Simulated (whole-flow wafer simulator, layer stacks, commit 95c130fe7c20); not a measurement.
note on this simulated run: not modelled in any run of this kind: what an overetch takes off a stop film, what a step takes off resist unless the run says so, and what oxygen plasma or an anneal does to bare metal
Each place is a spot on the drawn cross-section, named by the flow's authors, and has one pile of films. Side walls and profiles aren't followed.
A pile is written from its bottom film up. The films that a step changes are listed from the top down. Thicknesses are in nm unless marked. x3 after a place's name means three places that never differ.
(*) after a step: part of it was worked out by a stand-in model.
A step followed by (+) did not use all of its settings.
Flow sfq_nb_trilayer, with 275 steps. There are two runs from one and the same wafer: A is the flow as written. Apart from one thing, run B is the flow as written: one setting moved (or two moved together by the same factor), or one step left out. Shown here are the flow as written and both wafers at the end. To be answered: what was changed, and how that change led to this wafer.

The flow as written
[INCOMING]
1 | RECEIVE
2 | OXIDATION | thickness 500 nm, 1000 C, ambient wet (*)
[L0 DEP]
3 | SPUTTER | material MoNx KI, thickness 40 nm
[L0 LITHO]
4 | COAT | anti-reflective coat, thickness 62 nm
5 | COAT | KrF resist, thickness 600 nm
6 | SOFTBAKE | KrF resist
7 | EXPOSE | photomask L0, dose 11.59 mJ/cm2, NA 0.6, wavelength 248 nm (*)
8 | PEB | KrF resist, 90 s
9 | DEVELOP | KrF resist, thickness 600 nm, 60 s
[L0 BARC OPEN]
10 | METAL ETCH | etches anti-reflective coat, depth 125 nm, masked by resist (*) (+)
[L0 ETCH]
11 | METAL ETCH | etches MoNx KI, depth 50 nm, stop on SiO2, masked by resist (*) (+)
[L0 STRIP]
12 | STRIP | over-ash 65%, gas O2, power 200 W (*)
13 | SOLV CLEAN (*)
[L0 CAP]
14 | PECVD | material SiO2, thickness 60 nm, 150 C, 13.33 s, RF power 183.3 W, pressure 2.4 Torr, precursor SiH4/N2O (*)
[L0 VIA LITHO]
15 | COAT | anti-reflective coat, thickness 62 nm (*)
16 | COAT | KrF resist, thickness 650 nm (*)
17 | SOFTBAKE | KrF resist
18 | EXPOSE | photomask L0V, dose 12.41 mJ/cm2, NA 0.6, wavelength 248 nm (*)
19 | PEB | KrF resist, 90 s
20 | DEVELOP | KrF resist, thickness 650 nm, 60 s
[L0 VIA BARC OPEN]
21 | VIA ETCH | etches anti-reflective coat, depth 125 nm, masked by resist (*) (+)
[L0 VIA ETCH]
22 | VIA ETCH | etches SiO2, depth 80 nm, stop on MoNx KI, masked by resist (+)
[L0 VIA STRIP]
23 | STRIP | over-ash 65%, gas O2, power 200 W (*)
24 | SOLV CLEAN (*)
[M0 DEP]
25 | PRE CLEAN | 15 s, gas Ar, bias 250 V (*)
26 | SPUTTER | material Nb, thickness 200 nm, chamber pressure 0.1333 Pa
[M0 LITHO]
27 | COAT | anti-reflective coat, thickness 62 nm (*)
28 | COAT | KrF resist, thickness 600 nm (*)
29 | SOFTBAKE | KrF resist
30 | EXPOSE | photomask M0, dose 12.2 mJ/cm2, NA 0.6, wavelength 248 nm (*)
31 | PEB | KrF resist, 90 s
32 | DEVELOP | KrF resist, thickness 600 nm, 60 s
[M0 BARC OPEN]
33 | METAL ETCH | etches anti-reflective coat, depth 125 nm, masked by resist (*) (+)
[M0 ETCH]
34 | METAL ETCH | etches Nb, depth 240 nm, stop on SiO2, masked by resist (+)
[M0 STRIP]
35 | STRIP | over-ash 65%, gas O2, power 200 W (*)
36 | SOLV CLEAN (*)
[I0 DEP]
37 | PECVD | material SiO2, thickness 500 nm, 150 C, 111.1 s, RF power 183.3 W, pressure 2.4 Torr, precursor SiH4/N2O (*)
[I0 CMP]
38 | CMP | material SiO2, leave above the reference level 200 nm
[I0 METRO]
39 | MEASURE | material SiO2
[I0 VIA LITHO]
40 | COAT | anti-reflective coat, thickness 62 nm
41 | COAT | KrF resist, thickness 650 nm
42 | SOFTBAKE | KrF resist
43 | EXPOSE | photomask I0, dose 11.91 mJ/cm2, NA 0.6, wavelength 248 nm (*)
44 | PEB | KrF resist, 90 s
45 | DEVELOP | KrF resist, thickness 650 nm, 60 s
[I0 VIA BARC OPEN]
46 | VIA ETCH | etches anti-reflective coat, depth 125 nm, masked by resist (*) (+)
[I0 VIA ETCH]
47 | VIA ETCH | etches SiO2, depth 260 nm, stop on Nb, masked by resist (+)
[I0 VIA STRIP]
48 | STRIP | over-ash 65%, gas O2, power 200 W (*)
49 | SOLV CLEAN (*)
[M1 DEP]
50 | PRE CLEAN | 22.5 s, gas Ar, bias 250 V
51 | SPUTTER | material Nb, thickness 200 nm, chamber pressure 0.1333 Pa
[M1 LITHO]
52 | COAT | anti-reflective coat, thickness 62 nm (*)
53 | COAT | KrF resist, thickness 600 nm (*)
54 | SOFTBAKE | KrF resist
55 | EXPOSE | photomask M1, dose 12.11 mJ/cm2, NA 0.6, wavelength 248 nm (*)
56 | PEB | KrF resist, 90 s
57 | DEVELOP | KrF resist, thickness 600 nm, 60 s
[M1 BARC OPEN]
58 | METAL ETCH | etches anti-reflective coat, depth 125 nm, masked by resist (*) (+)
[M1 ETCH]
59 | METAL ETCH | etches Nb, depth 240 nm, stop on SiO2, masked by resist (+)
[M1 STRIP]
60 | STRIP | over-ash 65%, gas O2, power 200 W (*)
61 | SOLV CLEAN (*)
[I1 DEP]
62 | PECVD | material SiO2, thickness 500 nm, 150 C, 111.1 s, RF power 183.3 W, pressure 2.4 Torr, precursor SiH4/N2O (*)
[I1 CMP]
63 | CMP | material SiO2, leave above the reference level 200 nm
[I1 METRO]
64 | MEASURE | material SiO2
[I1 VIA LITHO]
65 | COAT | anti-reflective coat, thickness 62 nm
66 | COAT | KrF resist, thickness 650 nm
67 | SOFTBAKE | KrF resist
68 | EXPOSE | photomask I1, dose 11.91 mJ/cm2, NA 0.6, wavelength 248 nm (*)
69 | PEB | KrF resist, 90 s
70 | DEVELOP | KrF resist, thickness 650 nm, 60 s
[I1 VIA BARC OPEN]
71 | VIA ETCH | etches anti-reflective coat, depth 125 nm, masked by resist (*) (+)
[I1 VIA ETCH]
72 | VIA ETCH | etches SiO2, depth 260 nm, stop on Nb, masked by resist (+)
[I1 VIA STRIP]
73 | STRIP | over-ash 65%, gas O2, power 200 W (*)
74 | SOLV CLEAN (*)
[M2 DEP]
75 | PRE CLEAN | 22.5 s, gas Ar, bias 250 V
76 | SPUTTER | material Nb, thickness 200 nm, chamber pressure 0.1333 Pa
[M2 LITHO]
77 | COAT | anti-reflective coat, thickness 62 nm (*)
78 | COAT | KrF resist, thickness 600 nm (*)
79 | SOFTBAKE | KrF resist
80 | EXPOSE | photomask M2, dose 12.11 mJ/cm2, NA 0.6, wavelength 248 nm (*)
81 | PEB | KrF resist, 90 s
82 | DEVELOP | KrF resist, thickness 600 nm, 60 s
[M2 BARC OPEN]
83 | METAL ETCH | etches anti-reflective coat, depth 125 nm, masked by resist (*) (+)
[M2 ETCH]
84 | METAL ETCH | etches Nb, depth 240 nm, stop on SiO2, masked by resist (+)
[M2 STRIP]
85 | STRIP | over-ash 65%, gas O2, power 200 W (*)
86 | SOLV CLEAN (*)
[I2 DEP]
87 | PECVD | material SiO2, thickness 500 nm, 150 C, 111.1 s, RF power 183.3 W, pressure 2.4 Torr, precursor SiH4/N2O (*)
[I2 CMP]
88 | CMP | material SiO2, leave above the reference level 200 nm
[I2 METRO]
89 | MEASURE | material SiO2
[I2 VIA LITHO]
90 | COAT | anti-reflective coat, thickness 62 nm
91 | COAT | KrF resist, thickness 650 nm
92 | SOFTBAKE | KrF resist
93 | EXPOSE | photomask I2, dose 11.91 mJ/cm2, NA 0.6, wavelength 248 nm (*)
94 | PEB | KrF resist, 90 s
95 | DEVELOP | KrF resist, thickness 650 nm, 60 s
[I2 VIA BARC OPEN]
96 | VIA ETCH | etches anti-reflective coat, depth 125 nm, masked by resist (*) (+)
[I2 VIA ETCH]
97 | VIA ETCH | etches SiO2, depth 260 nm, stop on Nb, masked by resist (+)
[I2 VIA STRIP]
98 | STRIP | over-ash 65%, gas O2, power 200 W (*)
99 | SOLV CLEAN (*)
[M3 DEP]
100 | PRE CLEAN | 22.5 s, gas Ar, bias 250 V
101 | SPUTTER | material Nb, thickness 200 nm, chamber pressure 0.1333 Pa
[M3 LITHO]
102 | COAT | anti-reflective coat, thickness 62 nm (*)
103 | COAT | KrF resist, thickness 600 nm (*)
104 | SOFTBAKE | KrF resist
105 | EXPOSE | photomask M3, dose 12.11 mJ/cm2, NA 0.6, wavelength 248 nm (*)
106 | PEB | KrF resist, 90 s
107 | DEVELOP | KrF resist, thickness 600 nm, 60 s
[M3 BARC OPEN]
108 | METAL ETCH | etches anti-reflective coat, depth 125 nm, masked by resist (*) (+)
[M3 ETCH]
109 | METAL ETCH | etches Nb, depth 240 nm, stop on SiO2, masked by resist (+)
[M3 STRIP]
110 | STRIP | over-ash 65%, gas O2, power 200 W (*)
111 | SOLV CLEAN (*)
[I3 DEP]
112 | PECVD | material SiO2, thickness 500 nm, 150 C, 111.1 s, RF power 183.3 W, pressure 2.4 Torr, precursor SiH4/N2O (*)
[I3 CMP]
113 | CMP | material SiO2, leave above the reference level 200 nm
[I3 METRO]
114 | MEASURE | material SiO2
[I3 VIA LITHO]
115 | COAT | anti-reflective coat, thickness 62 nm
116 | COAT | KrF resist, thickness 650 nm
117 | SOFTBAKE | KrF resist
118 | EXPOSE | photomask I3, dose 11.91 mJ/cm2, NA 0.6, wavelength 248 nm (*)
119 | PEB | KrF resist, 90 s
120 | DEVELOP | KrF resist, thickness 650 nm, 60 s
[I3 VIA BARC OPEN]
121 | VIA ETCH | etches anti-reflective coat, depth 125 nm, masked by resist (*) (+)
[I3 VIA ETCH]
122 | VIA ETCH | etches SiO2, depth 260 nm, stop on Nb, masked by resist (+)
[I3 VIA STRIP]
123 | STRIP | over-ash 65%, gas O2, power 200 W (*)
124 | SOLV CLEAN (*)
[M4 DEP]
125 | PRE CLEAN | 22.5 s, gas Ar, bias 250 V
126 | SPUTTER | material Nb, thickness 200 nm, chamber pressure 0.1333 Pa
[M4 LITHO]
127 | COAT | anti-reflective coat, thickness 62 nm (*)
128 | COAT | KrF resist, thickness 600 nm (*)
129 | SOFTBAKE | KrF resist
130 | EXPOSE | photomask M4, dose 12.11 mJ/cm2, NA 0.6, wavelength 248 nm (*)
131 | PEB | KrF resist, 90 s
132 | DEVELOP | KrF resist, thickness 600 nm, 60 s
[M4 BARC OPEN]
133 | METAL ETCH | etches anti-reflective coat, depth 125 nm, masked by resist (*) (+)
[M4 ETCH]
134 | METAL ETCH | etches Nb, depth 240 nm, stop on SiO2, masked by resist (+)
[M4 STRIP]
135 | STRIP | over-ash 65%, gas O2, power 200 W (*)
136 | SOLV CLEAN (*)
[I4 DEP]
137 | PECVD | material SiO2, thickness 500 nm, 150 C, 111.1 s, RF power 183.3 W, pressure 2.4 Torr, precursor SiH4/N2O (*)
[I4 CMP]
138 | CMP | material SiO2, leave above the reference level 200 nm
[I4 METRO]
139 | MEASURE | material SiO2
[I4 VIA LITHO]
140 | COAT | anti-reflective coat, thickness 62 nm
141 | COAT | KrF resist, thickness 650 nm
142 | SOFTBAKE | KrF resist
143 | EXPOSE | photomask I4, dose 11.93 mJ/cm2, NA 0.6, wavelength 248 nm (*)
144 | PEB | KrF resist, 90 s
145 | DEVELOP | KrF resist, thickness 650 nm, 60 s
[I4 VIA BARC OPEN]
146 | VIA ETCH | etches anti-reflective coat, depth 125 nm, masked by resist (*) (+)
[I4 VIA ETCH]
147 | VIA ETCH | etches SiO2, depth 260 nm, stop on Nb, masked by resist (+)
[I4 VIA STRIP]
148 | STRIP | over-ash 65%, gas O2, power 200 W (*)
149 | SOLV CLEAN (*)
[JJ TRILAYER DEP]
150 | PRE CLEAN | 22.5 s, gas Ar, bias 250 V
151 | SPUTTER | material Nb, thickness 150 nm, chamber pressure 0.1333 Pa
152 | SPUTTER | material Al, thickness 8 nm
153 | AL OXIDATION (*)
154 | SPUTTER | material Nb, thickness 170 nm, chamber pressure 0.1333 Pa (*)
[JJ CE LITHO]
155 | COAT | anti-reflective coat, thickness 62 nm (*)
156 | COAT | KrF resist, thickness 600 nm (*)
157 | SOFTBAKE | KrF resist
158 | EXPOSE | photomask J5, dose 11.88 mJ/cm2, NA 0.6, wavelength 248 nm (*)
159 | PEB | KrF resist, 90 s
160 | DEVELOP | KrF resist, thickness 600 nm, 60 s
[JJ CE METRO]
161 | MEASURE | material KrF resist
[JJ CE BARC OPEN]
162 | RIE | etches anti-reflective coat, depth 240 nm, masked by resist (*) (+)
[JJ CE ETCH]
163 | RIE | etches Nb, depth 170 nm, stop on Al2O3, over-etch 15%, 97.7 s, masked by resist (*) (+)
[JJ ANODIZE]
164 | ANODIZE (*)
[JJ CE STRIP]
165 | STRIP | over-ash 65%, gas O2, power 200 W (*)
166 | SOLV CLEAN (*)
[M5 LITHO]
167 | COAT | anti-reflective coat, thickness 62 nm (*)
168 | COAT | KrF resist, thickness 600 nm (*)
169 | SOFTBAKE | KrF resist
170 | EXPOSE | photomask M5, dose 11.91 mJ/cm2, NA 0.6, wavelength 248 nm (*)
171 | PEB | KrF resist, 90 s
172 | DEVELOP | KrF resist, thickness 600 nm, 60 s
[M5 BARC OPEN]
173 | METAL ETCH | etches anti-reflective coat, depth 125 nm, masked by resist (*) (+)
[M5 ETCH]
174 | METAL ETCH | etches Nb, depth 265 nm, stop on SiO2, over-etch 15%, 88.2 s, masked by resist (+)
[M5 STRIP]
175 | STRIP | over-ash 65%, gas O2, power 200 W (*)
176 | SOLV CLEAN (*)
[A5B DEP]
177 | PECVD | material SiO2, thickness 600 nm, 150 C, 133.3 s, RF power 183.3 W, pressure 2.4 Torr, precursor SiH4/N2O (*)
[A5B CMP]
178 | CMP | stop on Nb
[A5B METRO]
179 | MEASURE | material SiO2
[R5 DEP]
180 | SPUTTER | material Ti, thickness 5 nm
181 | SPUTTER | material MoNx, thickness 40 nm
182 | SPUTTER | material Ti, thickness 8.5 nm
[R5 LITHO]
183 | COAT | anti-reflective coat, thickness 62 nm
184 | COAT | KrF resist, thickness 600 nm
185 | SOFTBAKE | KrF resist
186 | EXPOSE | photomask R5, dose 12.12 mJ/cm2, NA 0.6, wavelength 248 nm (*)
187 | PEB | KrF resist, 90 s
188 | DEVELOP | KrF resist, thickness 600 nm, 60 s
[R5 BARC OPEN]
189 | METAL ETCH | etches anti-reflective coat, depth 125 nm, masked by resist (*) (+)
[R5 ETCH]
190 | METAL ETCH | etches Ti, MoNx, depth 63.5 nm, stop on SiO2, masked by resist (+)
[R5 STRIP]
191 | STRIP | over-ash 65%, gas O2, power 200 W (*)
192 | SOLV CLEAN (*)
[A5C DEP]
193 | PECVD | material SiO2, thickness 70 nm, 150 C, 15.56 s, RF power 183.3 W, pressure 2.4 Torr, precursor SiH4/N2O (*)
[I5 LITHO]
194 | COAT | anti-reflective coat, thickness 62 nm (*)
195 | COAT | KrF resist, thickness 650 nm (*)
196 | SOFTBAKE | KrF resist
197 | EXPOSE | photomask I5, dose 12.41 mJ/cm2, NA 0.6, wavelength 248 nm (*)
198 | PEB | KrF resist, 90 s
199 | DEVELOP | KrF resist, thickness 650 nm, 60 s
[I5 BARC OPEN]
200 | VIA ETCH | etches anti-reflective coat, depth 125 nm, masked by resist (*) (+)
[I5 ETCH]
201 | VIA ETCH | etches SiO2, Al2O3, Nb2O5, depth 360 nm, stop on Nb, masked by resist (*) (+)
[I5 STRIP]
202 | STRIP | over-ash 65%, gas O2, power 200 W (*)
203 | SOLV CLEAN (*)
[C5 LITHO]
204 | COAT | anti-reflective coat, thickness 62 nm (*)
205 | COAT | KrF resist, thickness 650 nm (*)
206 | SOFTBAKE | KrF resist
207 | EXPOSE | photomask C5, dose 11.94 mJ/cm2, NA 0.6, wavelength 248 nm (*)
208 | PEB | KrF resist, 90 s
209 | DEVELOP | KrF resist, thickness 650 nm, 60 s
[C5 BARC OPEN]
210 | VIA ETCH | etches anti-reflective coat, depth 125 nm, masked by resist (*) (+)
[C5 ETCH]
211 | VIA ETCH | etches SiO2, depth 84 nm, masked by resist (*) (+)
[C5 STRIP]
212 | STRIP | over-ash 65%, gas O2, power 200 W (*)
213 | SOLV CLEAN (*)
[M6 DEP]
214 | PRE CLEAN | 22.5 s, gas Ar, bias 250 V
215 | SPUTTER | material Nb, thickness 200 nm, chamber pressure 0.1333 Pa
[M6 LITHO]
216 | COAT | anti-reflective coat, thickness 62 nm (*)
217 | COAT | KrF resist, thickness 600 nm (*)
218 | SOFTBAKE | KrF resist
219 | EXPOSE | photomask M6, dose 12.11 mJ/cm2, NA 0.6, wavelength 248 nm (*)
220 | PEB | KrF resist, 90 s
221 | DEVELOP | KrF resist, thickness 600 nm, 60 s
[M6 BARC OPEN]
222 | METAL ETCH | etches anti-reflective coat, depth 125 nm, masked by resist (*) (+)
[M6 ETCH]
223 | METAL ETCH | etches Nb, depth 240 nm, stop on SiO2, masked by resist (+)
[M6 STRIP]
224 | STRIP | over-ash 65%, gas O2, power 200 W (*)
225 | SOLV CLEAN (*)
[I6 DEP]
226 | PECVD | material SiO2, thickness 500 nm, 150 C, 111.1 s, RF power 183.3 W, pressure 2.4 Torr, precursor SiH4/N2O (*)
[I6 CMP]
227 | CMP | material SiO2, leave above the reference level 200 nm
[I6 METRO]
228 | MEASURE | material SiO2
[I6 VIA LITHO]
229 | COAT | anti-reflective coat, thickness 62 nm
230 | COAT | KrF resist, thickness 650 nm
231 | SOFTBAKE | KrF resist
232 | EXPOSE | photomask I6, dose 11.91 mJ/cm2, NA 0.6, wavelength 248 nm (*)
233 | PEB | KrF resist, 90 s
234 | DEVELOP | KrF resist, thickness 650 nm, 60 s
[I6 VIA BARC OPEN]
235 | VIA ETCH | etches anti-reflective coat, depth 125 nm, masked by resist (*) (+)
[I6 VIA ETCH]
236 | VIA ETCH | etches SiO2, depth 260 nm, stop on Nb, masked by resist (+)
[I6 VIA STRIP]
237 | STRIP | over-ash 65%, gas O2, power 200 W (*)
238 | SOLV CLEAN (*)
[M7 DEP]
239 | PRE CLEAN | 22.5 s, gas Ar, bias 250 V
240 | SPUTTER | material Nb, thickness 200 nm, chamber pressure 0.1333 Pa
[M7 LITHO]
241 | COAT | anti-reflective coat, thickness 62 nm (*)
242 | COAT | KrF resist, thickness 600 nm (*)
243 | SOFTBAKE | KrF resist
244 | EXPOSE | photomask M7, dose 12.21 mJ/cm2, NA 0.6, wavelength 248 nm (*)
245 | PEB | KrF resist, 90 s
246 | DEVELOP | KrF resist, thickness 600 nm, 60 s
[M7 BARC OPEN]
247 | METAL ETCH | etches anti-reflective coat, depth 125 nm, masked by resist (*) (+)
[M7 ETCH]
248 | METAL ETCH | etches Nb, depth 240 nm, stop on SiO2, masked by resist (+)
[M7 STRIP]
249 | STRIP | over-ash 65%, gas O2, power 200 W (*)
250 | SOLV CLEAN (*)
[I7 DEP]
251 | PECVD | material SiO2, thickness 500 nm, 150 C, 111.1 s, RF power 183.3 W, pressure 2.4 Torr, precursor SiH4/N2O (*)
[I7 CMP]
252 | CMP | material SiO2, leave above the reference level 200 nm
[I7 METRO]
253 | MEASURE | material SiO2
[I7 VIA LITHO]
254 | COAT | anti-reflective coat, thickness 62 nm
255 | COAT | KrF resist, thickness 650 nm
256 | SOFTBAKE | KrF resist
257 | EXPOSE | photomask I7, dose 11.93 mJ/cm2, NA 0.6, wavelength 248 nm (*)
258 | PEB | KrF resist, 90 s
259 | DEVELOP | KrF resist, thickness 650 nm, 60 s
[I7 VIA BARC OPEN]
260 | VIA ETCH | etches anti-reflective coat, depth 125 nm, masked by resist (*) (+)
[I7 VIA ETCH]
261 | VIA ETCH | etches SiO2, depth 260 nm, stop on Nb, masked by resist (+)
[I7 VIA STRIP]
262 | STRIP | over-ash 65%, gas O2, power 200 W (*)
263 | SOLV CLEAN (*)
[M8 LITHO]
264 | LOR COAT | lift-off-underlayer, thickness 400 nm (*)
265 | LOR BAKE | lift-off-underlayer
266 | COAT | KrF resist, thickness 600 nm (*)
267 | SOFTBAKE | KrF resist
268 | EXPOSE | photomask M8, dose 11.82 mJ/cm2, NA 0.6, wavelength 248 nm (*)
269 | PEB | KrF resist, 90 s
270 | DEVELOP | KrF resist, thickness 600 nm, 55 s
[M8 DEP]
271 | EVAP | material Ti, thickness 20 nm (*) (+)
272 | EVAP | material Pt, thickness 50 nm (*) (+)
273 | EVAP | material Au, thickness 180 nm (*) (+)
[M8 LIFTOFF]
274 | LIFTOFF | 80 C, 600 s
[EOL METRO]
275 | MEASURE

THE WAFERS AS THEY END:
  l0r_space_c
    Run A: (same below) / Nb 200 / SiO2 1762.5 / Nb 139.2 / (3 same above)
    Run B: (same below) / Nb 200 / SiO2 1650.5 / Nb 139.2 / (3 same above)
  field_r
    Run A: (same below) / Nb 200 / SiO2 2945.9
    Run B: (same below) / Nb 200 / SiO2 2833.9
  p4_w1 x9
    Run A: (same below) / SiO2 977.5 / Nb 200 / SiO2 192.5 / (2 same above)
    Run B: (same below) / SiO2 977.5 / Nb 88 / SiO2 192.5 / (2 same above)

The reason: step 101, SPUTTER: thickness 88 nm was run, whereas the flow has thickness 200 nm.
The wafer lets one read it off: p4_w1 x9 has Nb 88, and step 101 as written asks for 200 nm.

The path from the change to this, step by step:
  101 | SPUTTER | material Nb, thickness 200 nm, chamber pressure 0.1333 Pa
      field_l, v_sur, via_wl and 102 more: A +200 Nb (new film) | B +88 Nb (new film)
      via_w: A +165.5 Nb | B +72.5 Nb
  102 | COAT | anti-reflective coat, thickness 62 nm (*)
      via_wl, via_wr: A +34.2 anti-reflective coat (new film) | B +32.7 anti-reflective coat (new film)
      via_w: A +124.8 anti-reflective coat (new film) | B +119.3 anti-reflective coat (new film)
  109 | METAL ETCH | etches Nb, depth 240 nm, stop on SiO2, masked by resist (+)
      field_l, be, be_sur and 72 more: A -200 Nb (all of it) | B -88 Nb (all of it)
      v_sur, via_wl, via_w and 28 more: A -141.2 KrF resist | B -77.6 KrF resist
  110 | STRIP | over-ash 65%, gas O2, power 200 W (*)
      p4_w1 x9, wl_j_sl, wl_jj and 13 more: A -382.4 KrF resist (all of it), -62 anti-reflective coat (all of it) | B -445.9 KrF resist (all of it), -62 anti-reflective coat (all of it)
      via_wl, via_wr: A -384.2 KrF resist (all of it), -34.2 anti-reflective coat (all of it) | B -451.7 KrF resist (all of it), -32.7 anti-reflective coat (all of it)
      (as well as at 5 more places)
  112 | PECVD | material SiO2, thickness 500 nm, 150 C, 111.1 s, RF power 183.3 W, pressure 2.4 Torr, precursor SiH4/N2O (*)
      p4_g1 x2, p3_s0 x6: A +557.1 SiO2 | B +500 SiO2
      via_w: A +615 SiO2 (new film) | B +583.7 SiO2 (new film)
  113 | CMP | material SiO2, leave above the reference level 200 nm
      field_l, be, be_sur and 64 more: A -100 SiO2 | B -212 SiO2
      p4_g1 x2, p3_s0 x6: A -157.1 SiO2 | B -212 SiO2
      (as well as at 1 more place)
